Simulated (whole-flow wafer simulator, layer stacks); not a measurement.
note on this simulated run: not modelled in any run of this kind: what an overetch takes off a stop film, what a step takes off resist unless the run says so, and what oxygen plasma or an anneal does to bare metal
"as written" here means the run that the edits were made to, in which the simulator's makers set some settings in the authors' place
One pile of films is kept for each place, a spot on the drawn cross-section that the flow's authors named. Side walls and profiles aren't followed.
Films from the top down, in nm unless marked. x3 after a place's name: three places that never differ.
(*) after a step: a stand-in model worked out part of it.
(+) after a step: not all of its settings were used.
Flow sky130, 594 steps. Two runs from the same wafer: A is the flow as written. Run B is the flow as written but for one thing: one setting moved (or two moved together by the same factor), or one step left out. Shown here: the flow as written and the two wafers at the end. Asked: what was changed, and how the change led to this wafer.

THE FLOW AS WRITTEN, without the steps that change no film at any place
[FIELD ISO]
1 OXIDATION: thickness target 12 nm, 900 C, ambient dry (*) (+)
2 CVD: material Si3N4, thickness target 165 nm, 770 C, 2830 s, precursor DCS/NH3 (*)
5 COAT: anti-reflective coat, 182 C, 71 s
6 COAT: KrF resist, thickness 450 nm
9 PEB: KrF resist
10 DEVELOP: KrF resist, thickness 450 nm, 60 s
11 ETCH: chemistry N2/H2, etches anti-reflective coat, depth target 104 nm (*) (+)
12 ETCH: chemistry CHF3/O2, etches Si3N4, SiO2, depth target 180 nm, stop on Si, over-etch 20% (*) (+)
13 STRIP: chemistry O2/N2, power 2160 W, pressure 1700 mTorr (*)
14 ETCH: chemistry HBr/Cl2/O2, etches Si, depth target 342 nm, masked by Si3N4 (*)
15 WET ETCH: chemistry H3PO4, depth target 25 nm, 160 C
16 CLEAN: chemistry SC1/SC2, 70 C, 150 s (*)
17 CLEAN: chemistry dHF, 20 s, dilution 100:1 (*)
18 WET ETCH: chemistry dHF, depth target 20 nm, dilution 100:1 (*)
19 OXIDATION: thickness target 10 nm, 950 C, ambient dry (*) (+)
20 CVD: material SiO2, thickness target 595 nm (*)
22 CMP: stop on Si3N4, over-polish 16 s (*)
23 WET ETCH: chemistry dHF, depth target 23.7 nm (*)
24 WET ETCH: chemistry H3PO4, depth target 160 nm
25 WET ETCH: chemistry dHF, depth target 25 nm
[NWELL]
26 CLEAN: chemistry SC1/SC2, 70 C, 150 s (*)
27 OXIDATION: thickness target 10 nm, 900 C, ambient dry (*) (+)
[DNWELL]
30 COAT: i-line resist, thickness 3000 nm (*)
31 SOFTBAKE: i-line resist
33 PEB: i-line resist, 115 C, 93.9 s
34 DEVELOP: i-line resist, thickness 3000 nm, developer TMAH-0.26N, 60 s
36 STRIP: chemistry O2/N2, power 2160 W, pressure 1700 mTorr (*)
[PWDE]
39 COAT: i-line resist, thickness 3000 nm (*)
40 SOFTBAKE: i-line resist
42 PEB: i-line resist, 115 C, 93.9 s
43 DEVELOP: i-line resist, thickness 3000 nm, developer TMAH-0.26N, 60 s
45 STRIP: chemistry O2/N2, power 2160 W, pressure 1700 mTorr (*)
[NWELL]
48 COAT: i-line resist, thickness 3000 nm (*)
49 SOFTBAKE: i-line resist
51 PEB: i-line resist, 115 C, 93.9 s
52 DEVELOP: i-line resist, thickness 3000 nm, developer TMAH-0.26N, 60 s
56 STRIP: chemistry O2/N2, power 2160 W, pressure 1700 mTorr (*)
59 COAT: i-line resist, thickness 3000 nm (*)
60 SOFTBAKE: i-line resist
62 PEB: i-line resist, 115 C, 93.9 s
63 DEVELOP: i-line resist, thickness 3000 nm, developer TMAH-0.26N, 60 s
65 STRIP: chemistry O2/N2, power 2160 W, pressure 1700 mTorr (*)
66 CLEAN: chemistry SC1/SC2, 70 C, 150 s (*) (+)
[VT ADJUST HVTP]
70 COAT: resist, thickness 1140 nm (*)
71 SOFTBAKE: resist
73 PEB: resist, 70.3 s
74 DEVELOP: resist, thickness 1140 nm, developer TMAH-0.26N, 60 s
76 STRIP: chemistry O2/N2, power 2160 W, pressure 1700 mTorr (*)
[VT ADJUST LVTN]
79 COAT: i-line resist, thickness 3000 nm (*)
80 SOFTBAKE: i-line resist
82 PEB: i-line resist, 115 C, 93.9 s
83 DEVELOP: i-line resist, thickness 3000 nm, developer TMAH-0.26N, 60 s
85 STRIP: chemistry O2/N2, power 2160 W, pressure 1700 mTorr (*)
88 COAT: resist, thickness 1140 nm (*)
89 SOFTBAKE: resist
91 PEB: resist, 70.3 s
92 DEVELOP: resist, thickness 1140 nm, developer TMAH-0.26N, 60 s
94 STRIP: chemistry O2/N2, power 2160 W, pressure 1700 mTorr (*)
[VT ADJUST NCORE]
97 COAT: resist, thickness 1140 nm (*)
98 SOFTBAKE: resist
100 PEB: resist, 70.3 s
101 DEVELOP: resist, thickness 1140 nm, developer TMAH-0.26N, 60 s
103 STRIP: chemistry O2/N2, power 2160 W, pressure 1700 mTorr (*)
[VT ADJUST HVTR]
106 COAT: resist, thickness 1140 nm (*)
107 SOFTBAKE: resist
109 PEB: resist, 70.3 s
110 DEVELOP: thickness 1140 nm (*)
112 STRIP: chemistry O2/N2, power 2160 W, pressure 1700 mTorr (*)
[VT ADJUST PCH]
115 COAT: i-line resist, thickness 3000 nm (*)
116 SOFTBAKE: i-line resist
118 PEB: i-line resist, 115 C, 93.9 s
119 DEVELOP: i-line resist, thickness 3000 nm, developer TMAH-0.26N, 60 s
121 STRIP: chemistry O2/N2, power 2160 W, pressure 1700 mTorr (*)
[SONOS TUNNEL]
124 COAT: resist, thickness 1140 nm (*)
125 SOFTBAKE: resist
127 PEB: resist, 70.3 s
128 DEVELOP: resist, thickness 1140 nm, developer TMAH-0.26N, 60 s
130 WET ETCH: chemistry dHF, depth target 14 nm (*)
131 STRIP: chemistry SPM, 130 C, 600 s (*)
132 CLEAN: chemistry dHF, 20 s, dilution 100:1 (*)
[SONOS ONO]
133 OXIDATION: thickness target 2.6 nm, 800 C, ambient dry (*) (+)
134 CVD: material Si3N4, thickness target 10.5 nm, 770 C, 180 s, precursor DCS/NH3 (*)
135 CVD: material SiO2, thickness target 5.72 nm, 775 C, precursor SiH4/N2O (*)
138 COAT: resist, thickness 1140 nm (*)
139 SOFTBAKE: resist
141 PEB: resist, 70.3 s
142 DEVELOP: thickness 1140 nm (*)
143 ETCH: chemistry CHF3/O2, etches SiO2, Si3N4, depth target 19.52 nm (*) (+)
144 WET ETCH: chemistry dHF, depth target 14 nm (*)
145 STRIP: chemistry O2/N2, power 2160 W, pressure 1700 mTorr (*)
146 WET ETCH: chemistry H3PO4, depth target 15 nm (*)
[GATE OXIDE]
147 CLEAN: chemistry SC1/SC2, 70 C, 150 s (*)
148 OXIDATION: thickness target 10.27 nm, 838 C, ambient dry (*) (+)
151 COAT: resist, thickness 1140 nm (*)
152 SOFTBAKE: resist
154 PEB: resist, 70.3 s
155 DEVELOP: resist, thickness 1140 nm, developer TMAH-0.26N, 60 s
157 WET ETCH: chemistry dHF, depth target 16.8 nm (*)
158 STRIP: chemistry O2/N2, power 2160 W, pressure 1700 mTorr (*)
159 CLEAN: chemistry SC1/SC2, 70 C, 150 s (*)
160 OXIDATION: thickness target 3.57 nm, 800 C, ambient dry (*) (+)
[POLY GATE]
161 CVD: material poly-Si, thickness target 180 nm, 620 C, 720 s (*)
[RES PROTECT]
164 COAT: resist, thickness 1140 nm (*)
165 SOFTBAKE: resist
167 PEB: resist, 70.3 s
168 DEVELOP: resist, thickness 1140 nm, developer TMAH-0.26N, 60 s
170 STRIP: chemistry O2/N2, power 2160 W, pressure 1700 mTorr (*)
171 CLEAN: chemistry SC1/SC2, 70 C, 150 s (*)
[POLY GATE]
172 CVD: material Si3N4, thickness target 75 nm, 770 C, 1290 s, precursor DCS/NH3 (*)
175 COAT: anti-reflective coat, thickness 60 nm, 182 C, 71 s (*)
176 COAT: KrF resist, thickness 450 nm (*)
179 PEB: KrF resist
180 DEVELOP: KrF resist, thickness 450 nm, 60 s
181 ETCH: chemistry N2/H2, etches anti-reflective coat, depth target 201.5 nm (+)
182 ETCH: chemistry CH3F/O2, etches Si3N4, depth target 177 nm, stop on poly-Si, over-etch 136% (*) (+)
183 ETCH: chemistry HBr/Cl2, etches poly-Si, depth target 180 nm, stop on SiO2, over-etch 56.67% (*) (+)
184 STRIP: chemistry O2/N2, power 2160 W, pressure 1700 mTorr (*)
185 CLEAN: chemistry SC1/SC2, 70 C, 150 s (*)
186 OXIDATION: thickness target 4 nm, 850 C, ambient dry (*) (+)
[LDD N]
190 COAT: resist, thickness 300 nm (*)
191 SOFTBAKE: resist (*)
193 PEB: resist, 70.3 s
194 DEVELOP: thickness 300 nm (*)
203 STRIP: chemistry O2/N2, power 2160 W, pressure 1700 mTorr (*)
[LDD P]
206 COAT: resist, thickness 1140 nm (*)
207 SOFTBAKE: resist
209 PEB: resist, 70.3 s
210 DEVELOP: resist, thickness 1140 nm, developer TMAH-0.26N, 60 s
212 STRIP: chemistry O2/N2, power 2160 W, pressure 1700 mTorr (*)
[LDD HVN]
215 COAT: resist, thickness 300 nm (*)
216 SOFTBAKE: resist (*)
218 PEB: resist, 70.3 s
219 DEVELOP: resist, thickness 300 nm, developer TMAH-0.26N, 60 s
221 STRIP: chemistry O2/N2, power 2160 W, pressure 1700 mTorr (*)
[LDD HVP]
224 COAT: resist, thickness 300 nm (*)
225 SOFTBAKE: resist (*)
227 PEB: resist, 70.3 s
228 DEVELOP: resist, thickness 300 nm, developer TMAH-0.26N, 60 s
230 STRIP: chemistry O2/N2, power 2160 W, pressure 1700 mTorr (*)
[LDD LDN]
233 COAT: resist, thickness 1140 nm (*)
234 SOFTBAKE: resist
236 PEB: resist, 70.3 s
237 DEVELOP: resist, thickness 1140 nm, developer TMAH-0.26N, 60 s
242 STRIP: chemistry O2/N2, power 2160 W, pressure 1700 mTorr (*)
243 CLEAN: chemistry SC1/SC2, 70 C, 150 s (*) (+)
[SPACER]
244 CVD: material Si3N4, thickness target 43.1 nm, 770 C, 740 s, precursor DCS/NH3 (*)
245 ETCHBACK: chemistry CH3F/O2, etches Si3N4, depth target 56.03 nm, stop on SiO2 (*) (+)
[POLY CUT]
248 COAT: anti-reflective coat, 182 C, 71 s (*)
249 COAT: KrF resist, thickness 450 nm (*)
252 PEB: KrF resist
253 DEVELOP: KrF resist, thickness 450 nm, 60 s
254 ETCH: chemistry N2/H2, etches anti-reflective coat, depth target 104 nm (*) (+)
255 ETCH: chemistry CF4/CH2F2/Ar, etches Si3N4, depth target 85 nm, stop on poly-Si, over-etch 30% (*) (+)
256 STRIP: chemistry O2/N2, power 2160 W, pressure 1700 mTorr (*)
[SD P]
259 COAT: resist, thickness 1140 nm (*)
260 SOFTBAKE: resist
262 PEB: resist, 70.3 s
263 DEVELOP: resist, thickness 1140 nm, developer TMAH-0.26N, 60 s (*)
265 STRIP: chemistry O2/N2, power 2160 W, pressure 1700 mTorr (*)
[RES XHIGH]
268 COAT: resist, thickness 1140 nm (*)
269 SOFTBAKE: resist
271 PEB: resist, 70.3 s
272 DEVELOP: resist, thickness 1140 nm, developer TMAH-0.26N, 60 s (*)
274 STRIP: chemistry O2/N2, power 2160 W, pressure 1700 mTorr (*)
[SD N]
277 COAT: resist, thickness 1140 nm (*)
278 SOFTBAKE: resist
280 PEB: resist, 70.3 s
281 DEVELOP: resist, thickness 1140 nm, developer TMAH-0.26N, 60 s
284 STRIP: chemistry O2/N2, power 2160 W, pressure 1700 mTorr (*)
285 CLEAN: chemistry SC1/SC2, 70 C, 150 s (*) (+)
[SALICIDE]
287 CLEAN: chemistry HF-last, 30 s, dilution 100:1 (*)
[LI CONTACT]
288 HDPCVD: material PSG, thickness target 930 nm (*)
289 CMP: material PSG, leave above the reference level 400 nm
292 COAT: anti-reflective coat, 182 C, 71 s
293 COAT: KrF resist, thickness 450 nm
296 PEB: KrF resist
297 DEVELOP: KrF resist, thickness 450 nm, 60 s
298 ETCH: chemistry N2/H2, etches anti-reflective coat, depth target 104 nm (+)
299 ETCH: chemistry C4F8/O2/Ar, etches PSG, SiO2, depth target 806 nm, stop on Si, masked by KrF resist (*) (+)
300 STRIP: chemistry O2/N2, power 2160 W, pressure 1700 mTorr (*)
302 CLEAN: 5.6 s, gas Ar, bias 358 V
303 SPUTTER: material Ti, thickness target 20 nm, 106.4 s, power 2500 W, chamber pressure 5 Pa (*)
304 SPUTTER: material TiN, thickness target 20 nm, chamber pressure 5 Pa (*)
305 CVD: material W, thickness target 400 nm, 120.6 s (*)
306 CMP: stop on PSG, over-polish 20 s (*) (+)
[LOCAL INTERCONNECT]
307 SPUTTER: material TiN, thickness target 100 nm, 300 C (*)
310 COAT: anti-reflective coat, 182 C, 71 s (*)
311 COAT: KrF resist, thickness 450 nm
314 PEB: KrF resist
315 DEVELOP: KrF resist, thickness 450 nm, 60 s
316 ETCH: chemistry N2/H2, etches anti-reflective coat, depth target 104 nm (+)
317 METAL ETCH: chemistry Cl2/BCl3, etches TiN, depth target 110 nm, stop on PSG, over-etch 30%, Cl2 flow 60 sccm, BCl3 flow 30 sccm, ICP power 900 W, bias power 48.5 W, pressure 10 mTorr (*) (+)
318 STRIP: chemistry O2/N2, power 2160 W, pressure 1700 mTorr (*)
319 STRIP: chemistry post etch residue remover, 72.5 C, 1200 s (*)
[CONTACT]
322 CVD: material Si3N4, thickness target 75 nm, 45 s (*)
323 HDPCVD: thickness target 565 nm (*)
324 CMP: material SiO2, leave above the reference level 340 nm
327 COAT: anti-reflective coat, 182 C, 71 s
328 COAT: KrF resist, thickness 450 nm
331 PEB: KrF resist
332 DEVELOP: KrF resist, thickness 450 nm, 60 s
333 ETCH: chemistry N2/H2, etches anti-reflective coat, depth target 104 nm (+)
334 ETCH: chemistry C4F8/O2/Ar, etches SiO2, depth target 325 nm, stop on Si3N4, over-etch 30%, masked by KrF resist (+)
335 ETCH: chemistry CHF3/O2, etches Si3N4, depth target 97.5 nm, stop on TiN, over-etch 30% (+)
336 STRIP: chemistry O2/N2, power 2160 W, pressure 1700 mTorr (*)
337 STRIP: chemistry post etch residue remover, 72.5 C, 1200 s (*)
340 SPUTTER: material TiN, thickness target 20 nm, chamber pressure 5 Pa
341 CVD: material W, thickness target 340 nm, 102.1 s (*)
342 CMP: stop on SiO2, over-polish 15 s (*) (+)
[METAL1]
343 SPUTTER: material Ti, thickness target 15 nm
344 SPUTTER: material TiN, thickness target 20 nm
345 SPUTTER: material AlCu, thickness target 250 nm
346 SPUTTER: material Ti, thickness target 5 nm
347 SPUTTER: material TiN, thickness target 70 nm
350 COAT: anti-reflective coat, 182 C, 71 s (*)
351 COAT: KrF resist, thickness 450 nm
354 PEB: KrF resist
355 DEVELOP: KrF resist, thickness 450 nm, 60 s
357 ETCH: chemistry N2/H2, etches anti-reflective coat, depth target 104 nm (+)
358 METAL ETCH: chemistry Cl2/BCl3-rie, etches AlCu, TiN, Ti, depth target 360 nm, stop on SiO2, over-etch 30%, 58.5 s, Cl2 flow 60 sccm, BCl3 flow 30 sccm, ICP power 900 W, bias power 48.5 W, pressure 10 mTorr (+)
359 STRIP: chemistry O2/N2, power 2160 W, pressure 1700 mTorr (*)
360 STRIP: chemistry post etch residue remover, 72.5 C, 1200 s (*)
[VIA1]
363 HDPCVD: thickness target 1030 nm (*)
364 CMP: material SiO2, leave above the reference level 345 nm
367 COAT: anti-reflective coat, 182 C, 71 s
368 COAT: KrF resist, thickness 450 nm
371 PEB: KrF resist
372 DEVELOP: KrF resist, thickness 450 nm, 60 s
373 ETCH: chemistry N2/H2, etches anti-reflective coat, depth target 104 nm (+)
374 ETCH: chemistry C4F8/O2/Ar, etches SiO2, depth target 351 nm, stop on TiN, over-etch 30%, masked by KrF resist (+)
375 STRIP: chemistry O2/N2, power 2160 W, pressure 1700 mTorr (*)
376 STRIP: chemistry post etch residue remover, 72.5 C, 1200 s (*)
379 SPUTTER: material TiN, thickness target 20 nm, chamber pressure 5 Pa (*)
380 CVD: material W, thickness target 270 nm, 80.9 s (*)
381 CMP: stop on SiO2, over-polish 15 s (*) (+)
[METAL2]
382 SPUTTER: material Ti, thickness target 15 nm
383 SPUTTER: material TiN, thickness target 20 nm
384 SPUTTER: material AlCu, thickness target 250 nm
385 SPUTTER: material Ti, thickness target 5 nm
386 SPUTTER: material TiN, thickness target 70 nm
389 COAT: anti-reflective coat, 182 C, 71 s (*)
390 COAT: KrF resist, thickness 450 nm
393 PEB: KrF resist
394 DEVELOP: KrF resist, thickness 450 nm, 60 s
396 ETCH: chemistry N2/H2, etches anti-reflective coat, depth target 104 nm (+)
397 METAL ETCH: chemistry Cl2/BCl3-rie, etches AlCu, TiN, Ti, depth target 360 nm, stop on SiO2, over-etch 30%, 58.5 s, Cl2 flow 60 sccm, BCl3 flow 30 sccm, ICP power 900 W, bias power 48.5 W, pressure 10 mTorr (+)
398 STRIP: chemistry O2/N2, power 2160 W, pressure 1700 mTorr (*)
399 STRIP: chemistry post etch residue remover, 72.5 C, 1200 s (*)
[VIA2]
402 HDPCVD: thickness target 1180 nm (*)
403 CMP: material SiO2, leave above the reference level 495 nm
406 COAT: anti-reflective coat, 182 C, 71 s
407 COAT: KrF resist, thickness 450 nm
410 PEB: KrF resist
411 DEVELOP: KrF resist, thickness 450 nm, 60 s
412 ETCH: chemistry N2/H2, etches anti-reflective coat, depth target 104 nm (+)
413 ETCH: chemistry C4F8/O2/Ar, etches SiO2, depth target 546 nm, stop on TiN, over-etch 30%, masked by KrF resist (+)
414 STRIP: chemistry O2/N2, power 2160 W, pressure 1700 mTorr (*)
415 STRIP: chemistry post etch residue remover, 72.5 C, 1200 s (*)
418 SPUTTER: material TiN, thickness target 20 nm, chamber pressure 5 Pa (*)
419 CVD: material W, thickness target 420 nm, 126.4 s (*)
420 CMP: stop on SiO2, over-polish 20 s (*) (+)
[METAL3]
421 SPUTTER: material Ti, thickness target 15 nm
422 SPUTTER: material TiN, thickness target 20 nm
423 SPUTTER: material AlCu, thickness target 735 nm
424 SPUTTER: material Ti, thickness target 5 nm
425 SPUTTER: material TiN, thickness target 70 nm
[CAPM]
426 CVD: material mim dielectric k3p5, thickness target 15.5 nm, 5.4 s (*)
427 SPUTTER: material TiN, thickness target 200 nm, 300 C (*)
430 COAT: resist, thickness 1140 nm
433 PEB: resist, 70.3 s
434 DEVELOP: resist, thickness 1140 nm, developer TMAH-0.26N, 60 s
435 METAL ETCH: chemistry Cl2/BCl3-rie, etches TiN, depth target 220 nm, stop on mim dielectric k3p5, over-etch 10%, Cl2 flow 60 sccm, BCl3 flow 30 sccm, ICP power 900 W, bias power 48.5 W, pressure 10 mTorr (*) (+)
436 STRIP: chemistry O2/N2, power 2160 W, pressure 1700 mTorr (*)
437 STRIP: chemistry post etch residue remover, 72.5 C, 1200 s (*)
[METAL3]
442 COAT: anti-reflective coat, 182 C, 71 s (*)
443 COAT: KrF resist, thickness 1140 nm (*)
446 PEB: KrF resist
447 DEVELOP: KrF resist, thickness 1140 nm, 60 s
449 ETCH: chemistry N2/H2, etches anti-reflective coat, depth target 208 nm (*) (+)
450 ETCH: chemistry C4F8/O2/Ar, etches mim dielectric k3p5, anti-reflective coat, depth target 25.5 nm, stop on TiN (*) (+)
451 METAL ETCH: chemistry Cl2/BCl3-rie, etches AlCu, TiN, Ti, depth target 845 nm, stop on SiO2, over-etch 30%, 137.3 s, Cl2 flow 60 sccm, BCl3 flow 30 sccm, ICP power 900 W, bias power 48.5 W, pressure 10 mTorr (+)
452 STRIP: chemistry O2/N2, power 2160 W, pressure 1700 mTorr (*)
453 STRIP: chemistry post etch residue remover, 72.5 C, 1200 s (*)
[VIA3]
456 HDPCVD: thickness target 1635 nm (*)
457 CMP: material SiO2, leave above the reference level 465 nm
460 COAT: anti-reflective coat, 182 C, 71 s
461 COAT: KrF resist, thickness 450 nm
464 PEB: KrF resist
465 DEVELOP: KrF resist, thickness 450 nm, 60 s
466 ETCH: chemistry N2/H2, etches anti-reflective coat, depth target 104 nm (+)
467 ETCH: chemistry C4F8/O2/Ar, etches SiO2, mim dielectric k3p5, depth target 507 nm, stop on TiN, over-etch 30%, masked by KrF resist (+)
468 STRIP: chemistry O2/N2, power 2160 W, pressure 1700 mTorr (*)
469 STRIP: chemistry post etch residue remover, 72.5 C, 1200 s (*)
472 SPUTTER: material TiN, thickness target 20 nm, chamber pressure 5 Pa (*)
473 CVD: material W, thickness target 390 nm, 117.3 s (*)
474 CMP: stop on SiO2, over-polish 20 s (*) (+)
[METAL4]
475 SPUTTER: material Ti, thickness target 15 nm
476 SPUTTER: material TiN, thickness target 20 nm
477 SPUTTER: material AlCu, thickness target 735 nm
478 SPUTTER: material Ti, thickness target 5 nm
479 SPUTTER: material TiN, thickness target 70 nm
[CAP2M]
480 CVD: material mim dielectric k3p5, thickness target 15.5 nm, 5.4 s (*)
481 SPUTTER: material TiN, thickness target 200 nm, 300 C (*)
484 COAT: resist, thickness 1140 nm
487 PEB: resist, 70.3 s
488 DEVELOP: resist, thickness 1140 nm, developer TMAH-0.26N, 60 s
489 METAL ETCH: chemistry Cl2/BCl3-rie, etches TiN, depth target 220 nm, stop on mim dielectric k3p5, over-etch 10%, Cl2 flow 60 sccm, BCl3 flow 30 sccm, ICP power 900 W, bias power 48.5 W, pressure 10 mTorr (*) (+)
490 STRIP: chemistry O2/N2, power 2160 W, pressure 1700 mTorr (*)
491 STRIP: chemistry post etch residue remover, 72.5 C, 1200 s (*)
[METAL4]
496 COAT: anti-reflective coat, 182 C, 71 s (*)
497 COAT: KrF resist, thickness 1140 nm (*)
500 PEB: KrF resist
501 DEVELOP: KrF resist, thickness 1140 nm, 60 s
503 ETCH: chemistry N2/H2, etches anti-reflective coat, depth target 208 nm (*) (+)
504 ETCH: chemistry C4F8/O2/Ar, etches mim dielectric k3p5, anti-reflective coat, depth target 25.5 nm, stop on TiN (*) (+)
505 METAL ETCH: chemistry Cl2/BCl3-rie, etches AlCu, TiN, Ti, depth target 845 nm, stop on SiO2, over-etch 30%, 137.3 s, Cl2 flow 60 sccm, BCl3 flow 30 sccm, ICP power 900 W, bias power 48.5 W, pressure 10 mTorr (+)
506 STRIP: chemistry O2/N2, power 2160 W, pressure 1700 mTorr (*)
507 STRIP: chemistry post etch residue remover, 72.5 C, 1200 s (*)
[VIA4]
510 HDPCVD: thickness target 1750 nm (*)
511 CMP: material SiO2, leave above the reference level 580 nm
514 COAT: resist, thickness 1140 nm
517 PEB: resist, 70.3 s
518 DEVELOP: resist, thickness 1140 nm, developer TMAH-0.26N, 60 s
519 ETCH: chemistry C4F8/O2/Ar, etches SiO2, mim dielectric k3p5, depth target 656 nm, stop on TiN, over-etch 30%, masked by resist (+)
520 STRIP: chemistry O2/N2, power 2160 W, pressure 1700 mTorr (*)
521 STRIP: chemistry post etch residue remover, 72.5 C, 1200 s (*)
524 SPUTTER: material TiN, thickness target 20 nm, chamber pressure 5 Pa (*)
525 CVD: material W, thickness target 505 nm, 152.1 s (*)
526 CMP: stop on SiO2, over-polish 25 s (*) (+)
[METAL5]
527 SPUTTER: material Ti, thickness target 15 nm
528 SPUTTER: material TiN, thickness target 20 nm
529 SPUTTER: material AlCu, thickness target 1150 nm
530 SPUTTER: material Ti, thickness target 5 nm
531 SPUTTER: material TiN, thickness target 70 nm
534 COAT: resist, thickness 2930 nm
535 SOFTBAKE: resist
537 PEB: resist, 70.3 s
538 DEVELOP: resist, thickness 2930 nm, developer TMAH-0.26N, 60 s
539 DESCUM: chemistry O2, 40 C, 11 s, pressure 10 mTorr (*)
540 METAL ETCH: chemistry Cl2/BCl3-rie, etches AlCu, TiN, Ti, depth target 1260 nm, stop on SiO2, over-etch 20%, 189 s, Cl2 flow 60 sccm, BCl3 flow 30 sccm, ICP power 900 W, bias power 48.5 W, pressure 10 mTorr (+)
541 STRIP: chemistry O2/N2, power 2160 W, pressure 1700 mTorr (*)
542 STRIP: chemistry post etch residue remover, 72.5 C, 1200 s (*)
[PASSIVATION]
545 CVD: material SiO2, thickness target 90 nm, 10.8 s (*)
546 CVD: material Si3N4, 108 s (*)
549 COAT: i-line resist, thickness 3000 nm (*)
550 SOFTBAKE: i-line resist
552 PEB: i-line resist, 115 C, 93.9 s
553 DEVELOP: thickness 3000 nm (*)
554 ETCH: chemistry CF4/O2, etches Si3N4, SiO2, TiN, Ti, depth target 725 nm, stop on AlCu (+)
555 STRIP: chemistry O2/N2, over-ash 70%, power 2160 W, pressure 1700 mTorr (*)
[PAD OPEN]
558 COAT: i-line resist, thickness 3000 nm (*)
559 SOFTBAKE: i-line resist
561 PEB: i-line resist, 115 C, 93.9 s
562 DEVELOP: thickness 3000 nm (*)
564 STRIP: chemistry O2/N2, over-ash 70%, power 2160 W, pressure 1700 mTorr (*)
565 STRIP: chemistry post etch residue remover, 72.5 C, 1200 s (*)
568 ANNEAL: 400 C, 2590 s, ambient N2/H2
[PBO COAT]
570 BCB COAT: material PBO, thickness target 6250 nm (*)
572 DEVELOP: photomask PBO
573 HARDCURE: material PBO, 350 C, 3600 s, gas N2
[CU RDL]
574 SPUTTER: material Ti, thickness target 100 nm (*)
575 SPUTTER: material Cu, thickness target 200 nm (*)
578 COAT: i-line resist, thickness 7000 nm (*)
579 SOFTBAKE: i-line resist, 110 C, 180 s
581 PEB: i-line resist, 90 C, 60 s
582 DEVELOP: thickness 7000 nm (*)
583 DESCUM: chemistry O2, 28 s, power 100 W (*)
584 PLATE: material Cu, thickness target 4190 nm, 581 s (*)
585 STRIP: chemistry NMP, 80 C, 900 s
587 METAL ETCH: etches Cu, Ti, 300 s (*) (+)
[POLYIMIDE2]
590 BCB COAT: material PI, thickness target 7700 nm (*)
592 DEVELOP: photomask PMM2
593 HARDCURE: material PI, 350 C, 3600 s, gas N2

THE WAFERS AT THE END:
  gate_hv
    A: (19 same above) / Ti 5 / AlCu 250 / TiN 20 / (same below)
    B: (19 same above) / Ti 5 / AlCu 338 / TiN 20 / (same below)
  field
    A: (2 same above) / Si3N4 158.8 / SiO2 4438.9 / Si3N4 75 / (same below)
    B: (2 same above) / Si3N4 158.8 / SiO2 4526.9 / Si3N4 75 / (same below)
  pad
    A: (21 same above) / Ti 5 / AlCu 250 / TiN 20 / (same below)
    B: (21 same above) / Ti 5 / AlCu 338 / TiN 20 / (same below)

The cause: step 384, SPUTTER: thickness target 338 nm was run, where the flow has thickness target 250 nm.
It can be read off the wafer: gate_hv has AlCu 338, and step 384 as written asks for 250 nm.

How the change led to this, step by step:
  384 SPUTTER: material AlCu, thickness target 250 nm
      field, active, n_well and 188 more: A AlCu +250 (new film) | B AlCu +338 (new film)
  397 METAL ETCH: chemistry Cl2/BCl3-rie, etches AlCu, TiN, Ti, depth target 360 nm, stop on SiO2, over-etch 30%, 58.5 s, Cl2 flow 60 sccm, BCl3 flow 30 sccm, ICP power 900 W, bias power 48.5 W, pressure 10 mTorr (+)
      field, active, gate and 82 more: A TiN -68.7 (all of it), Ti -5 (all of it), AlCu -250 (all of it), TiN -20 (all of it), Ti -15 (all of it), SiO2 -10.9 | B TiN -68.7 (all of it), Ti -5 (all of it), AlCu -338 (all of it), TiN -20 (all of it), Ti -15 (all of it), SiO2 -2.13
  403 CMP: material SiO2, leave above the reference level 495 nm
      field, active, gate and 82 more: A SiO2 -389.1 | B SiO2 -309.9
